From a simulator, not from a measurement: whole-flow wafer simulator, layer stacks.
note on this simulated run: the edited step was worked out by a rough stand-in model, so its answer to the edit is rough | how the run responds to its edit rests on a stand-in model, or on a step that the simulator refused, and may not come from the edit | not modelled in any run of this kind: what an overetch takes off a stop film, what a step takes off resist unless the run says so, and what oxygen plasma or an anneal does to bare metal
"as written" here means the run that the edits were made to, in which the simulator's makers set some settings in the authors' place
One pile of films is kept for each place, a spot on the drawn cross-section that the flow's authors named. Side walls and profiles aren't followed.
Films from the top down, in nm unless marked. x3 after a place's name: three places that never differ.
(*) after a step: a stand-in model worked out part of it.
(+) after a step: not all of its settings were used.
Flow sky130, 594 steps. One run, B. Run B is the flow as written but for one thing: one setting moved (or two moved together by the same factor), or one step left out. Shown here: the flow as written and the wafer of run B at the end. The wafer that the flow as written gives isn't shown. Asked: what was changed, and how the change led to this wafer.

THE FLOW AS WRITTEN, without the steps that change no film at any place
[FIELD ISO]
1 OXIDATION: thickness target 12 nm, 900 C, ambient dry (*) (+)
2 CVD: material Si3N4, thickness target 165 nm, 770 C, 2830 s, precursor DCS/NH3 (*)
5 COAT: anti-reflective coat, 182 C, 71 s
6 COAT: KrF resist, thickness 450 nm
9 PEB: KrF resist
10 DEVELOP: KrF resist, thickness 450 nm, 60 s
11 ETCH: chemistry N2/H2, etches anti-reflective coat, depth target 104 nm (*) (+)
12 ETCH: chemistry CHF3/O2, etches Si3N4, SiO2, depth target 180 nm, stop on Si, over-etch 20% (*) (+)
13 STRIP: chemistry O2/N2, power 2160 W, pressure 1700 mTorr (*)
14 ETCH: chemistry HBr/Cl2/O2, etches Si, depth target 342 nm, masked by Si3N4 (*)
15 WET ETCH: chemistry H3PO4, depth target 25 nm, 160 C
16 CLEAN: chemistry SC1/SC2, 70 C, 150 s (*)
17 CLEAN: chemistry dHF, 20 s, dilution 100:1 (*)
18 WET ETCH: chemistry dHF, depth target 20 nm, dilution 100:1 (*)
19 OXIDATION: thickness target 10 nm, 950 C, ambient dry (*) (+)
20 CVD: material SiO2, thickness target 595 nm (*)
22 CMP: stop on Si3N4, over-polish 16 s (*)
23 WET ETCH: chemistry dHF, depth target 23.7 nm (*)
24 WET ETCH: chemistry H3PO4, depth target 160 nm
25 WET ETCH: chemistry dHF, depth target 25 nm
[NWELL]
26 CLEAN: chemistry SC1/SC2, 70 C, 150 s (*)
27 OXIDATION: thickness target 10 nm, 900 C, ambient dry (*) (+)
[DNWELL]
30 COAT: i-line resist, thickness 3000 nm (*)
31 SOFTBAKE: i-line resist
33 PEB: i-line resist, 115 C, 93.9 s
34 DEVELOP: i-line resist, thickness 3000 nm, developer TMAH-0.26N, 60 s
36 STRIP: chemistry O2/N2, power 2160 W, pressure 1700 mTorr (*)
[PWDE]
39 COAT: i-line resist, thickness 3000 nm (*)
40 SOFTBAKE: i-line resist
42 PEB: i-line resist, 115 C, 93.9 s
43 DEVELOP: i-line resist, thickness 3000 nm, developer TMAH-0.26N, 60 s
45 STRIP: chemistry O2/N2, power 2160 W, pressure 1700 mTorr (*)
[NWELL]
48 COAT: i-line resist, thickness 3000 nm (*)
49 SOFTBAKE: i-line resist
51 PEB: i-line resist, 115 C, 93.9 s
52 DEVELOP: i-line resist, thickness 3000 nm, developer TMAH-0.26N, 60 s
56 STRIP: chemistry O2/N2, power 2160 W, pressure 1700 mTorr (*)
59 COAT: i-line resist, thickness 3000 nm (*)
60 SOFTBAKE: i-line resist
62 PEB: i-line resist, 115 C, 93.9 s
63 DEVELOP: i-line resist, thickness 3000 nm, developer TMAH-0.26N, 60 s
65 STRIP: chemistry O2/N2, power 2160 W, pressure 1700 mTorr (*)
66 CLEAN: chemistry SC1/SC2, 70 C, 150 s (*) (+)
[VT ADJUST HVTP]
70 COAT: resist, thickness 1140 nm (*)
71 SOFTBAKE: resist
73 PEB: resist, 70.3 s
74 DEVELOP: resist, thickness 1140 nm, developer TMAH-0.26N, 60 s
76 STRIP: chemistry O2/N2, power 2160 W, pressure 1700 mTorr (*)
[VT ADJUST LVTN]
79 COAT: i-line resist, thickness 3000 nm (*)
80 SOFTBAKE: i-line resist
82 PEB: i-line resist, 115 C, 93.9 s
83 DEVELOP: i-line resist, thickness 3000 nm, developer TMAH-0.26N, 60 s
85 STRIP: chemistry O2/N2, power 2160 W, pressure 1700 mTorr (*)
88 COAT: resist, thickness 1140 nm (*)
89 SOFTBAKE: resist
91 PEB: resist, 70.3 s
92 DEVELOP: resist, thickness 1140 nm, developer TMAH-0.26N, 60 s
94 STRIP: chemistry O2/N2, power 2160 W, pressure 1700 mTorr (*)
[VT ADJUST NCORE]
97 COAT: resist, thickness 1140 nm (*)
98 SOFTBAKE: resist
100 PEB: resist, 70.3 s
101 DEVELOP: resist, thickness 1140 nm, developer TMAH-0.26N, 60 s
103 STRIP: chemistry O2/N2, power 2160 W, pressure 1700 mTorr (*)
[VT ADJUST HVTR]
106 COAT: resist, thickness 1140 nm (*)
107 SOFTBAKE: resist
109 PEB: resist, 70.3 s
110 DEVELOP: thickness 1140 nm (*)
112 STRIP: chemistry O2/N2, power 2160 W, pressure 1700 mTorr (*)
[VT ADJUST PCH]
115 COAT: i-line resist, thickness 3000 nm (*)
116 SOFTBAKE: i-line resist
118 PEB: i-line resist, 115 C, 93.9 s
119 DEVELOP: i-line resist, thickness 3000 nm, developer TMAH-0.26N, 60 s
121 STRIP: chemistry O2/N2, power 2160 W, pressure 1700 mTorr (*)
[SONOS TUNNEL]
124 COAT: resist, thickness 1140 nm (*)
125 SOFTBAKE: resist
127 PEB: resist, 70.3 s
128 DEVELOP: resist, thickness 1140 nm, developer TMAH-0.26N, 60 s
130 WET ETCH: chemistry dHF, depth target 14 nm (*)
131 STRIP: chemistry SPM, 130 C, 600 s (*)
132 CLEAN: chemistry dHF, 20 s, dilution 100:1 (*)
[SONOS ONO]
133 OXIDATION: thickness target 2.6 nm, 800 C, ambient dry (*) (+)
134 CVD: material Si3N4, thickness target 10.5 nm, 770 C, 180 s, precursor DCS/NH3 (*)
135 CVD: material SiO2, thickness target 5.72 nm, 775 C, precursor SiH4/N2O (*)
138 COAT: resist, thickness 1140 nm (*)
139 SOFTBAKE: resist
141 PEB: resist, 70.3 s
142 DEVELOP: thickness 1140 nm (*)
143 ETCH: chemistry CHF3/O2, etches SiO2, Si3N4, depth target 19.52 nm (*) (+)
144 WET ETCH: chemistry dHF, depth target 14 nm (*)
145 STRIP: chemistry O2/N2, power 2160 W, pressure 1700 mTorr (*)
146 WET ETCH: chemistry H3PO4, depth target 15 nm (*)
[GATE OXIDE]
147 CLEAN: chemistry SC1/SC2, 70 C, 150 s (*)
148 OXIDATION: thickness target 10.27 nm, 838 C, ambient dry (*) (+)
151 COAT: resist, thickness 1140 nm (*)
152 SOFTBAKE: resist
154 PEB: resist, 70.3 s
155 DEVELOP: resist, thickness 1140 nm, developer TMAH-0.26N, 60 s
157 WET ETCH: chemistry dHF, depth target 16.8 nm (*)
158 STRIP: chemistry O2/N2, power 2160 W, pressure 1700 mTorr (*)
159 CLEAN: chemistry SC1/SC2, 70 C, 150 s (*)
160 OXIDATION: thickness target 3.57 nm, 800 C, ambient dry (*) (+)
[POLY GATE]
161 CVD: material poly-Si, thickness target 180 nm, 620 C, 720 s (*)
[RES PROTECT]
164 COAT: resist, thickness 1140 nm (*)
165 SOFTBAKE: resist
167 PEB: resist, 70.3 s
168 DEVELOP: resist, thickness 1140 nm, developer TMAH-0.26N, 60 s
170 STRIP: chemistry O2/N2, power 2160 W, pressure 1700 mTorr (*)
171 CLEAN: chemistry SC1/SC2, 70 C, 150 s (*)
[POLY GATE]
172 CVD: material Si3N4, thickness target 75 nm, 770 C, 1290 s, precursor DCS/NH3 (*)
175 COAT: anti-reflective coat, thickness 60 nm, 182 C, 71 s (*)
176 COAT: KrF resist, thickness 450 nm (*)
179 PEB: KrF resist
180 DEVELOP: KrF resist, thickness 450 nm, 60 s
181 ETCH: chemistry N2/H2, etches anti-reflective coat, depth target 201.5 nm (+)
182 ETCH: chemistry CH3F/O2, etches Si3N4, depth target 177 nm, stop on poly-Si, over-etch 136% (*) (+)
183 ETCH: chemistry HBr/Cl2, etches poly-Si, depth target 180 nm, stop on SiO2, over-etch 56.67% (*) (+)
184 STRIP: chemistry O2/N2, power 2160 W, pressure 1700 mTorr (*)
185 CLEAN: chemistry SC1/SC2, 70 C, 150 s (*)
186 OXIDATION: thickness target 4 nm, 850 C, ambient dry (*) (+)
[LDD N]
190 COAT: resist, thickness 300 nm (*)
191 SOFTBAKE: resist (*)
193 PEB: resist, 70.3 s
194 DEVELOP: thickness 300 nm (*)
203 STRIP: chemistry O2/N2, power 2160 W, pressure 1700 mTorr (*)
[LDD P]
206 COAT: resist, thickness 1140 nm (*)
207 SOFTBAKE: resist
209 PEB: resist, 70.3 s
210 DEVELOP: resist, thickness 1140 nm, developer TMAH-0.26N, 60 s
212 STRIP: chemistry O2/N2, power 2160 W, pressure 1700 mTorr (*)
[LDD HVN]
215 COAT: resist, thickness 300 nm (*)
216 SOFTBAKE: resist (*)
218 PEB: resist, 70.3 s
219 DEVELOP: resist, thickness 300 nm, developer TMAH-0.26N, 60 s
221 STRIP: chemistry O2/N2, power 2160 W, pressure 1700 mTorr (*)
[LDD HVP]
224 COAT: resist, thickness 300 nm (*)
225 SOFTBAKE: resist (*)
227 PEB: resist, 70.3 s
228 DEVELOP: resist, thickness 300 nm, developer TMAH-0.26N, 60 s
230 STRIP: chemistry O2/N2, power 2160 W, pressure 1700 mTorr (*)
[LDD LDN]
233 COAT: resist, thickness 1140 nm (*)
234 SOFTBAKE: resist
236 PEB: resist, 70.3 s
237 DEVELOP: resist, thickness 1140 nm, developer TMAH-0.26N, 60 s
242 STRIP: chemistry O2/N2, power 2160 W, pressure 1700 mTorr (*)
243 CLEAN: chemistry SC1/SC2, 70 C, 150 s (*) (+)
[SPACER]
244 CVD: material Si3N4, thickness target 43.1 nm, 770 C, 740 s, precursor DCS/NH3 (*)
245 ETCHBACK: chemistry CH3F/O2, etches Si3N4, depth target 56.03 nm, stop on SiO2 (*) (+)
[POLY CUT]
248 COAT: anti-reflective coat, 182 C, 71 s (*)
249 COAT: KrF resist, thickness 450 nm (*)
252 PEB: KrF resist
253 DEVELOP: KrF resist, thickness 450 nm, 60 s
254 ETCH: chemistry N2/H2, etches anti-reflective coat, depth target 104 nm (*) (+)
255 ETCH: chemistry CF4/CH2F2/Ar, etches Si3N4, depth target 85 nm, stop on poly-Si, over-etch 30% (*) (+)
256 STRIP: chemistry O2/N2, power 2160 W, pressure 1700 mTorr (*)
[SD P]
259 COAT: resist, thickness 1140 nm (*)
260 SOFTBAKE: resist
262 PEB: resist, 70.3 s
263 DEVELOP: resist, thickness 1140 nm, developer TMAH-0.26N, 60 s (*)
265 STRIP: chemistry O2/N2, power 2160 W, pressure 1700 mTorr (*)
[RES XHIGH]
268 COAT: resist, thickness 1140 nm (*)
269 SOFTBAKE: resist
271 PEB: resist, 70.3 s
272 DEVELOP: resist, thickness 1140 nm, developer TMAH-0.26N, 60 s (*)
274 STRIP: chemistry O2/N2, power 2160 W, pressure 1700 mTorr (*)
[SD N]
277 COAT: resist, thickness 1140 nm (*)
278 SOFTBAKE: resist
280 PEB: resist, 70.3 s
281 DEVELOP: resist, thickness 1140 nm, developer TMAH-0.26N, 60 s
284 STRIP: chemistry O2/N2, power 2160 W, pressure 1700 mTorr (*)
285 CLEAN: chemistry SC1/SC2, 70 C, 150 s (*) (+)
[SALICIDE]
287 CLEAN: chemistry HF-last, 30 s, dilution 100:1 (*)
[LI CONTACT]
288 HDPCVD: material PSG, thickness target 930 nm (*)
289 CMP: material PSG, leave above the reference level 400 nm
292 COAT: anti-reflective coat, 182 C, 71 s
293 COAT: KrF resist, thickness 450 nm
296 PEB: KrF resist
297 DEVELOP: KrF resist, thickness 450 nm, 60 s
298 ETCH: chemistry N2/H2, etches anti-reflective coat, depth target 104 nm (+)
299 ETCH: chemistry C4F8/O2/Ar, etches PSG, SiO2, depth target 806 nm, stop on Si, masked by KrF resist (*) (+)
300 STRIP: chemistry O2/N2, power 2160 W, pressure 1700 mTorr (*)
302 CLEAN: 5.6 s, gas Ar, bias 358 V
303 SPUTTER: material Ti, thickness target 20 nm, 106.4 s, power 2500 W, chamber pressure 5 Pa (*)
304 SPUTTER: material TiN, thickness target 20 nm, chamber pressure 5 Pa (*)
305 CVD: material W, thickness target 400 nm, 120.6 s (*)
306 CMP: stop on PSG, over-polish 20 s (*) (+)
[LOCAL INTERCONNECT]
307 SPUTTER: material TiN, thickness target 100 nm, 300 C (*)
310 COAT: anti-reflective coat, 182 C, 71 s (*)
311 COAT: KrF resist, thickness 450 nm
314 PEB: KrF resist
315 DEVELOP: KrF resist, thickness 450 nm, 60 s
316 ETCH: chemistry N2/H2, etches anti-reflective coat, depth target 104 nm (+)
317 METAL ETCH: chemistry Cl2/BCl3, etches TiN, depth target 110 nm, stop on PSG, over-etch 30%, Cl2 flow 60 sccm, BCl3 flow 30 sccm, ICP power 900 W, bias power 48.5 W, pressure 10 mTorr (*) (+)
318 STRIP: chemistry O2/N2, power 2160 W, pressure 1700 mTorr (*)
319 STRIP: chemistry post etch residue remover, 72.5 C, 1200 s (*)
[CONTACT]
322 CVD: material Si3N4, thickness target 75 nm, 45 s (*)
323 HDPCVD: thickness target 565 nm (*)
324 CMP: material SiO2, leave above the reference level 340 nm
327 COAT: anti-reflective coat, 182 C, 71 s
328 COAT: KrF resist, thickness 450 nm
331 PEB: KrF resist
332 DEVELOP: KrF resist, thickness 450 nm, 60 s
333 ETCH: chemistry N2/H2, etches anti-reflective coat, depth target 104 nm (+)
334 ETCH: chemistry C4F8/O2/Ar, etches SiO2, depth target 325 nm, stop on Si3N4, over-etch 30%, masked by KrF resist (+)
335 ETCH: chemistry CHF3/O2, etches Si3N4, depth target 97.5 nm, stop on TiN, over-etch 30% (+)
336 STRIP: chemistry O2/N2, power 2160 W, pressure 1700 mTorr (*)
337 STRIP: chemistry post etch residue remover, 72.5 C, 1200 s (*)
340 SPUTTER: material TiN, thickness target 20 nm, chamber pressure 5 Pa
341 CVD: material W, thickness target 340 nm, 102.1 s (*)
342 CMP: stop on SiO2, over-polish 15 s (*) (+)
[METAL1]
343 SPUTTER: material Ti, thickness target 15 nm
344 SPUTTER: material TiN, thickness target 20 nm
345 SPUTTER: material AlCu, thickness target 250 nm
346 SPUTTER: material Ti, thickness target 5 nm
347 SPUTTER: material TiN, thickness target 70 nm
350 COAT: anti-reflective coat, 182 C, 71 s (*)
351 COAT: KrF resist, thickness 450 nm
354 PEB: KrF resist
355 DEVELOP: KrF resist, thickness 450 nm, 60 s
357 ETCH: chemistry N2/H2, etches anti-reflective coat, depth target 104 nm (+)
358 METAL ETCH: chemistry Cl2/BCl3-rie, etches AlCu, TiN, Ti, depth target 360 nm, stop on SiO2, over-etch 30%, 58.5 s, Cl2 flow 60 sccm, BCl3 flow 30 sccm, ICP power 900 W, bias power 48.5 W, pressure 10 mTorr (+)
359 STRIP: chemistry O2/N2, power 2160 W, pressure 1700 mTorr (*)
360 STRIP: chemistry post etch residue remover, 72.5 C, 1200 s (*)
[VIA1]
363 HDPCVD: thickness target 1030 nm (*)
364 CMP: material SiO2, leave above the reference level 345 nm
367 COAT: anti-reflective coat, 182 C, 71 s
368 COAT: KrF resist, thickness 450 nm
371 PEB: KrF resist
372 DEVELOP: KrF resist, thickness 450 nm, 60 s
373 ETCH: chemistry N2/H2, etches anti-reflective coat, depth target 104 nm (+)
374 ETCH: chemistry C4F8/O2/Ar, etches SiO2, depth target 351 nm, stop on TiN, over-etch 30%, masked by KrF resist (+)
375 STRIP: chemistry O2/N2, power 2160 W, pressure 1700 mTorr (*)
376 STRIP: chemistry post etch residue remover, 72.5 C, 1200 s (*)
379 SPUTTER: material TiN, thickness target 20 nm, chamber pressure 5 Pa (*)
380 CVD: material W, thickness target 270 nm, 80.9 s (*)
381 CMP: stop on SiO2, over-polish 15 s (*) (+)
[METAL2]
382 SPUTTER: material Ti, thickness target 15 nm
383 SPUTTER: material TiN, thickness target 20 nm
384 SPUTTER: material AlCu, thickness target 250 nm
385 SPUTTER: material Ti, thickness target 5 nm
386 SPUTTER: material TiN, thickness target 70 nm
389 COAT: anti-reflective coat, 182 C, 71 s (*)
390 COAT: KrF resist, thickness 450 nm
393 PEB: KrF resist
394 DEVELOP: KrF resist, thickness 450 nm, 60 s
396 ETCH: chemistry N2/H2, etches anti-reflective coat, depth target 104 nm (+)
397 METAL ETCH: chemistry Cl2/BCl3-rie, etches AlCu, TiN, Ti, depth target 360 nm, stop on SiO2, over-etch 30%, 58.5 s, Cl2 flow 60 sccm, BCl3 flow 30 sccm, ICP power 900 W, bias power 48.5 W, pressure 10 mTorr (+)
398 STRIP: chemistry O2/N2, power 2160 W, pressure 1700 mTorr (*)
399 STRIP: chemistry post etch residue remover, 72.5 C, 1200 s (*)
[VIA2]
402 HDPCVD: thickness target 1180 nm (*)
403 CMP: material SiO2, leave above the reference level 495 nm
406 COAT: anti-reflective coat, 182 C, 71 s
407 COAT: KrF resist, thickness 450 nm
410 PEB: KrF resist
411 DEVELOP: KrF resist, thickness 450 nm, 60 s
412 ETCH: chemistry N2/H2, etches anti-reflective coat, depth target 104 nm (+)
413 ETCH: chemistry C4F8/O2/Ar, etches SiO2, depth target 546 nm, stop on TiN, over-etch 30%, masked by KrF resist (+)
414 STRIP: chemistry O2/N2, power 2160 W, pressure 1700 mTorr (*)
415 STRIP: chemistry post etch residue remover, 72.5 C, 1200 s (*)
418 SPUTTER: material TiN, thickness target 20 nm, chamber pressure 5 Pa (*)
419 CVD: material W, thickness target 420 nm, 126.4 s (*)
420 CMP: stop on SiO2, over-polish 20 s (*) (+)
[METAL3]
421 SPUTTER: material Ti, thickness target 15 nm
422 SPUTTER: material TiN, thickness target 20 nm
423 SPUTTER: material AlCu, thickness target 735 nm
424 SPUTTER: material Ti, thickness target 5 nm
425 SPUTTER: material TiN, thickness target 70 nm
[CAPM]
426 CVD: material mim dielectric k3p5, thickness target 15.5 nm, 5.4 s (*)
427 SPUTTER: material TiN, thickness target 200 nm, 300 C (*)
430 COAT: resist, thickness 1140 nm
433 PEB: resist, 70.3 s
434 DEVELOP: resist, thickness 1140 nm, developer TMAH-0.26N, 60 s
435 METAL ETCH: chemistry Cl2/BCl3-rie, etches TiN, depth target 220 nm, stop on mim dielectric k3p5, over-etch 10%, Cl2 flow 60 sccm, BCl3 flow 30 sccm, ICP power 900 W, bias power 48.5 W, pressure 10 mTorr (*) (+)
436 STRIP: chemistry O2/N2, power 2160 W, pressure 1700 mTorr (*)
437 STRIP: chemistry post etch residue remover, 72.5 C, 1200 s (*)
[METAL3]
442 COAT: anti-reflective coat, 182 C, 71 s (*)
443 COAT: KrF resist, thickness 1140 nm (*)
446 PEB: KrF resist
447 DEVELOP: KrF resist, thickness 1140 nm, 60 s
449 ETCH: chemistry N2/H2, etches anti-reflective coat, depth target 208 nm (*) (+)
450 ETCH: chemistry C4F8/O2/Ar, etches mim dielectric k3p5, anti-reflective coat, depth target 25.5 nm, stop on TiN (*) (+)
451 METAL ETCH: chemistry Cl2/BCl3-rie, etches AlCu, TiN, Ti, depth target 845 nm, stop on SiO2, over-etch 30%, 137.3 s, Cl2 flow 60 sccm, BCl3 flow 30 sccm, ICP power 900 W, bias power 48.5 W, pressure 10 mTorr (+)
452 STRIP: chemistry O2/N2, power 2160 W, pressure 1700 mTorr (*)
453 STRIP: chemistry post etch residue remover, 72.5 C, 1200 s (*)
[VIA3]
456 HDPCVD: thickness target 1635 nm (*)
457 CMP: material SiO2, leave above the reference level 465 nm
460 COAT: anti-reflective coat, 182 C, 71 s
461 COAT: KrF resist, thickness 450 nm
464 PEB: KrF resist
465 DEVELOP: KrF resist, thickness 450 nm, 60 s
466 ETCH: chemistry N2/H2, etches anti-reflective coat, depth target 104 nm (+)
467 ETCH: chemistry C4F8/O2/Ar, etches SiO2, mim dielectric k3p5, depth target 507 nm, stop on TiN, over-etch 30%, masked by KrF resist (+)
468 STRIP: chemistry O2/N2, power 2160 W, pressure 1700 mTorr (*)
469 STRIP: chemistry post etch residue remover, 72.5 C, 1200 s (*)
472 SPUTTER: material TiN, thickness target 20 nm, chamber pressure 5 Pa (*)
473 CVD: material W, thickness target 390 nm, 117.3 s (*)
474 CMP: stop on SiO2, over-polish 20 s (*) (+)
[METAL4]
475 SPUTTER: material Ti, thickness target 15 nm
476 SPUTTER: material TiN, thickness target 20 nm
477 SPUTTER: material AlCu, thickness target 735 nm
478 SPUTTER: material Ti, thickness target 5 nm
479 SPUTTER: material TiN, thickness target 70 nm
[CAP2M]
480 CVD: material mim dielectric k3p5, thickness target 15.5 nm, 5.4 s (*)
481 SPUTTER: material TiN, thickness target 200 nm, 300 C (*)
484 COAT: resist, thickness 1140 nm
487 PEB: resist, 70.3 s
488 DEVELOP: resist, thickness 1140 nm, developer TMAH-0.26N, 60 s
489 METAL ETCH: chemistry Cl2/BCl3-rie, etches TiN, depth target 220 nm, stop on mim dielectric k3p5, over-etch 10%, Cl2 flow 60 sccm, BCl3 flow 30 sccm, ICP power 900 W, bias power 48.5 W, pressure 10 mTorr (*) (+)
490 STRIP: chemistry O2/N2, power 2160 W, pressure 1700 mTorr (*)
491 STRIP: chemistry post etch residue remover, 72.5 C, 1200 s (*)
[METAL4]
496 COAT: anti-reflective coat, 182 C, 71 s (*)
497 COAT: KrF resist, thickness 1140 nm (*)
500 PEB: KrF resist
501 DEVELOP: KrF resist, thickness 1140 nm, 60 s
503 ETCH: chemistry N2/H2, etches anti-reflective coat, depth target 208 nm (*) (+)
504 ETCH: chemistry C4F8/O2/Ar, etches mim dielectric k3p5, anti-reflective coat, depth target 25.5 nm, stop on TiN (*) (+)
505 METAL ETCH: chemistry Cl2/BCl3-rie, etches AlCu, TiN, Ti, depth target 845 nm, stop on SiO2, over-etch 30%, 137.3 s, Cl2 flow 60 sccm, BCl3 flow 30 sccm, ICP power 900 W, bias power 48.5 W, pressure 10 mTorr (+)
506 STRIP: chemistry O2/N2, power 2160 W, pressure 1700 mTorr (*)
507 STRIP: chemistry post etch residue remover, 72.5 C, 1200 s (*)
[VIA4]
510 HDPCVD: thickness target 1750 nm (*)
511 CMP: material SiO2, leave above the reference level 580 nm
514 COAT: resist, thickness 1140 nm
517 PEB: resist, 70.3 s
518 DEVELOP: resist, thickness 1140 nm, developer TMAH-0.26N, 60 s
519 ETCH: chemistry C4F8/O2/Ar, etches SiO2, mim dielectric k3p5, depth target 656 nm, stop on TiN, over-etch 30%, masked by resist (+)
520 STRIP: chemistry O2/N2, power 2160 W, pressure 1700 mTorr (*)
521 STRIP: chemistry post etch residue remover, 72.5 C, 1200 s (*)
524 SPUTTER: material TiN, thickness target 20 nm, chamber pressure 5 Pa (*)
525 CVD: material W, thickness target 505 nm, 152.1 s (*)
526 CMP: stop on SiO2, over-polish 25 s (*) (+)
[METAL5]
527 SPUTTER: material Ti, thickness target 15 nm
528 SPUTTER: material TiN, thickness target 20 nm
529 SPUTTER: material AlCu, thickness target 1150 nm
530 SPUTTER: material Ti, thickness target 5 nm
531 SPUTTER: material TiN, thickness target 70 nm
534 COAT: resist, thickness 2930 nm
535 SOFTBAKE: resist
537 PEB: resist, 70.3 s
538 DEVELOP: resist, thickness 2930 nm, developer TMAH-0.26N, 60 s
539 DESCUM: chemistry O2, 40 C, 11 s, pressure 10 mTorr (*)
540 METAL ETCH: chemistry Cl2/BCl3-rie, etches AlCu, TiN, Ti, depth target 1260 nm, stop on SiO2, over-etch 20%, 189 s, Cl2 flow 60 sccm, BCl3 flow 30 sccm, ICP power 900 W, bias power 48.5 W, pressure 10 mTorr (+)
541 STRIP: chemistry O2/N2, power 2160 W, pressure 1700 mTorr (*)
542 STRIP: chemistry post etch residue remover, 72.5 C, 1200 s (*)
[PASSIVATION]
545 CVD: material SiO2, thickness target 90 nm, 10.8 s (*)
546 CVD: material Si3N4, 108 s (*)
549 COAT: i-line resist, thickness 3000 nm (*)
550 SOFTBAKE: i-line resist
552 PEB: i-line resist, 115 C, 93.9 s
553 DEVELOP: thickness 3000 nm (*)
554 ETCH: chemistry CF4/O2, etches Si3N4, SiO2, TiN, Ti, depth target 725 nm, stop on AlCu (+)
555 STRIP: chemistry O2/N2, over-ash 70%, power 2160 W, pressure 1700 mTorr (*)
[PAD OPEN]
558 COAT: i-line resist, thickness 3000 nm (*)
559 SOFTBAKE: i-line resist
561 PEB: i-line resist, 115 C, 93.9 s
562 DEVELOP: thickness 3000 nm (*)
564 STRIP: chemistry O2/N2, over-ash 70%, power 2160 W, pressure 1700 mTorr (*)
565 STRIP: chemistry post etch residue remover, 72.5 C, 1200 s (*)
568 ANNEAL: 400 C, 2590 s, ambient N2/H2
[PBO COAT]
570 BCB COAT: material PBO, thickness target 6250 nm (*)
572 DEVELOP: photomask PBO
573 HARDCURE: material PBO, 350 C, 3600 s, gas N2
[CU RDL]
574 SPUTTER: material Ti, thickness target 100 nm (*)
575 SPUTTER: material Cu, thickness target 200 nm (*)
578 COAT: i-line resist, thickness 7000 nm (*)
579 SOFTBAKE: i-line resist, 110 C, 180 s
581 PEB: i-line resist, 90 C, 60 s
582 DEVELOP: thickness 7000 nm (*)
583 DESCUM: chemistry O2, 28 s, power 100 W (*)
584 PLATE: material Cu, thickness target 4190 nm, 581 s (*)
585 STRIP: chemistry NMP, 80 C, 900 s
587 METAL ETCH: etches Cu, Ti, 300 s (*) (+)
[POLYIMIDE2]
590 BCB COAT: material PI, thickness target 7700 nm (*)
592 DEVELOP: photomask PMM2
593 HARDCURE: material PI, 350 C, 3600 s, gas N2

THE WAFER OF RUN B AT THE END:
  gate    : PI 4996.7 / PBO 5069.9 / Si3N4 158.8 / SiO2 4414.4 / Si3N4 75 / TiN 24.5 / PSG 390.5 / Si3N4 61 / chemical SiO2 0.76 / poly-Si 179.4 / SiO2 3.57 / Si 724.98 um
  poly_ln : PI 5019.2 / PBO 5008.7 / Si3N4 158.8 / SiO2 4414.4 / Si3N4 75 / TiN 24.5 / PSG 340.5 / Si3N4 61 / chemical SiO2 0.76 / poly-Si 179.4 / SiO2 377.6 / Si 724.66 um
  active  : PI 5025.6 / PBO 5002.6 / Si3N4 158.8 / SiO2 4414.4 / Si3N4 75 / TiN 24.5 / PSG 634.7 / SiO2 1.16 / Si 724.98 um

The cause: step 317, METAL ETCH: depth target 73.7 nm was run, where the flow has depth target 110 nm.

How the change led to this, step by step:
  317 METAL ETCH: chemistry Cl2/BCl3, etches TiN, depth target 110 nm, stop on PSG, over-etch 30%, Cl2 flow 60 sccm, BCl3 flow 30 sccm, ICP power 900 W, bias power 48.5 W, pressure 10 mTorr (*) (+)
      field, active, gate and 88 more: TiN -73.7 (as written it would be: TiN -98.7 (all of it))
      n_well, p_well, gate_hv and 97 more: KrF resist -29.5 (as written it would be: KrF resist -44)
  318 STRIP: chemistry O2/N2, power 2160 W, pressure 1700 mTorr (*)
      n_well, p_well, gate_hv and 88 more: KrF resist -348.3 (all of it), anti-reflective coat -80 (all of it) (as written it would be: KrF resist -333.8 (all of it), anti-reflective coat -80 (all of it))
      drift_dnw, nw_fld, nw_fld__w1, ndiff_licon_rim, pnp_par_nw: KrF resist -348.4 (all of it), anti-reflective coat -80 (all of it) (as written it would be: KrF resist -333.8 (all of it), anti-reflective coat -80 (all of it))
      (and at 4 more places)
  324 CMP: material SiO2, leave above the reference level 340 nm
      field, active, gate and 88 more: SiO2 -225 (as written it would be: SiO2 -200.4)
Counting metal films that touch as one body, gate has 1 body; the flow as written gives 0 bodies.
Counting metal films that touch as one body, poly_ln has 1 body; the flow as written gives 0 bodies.
Counting metal films that touch as one body, active has 1 body; the flow as written gives 0 bodies.
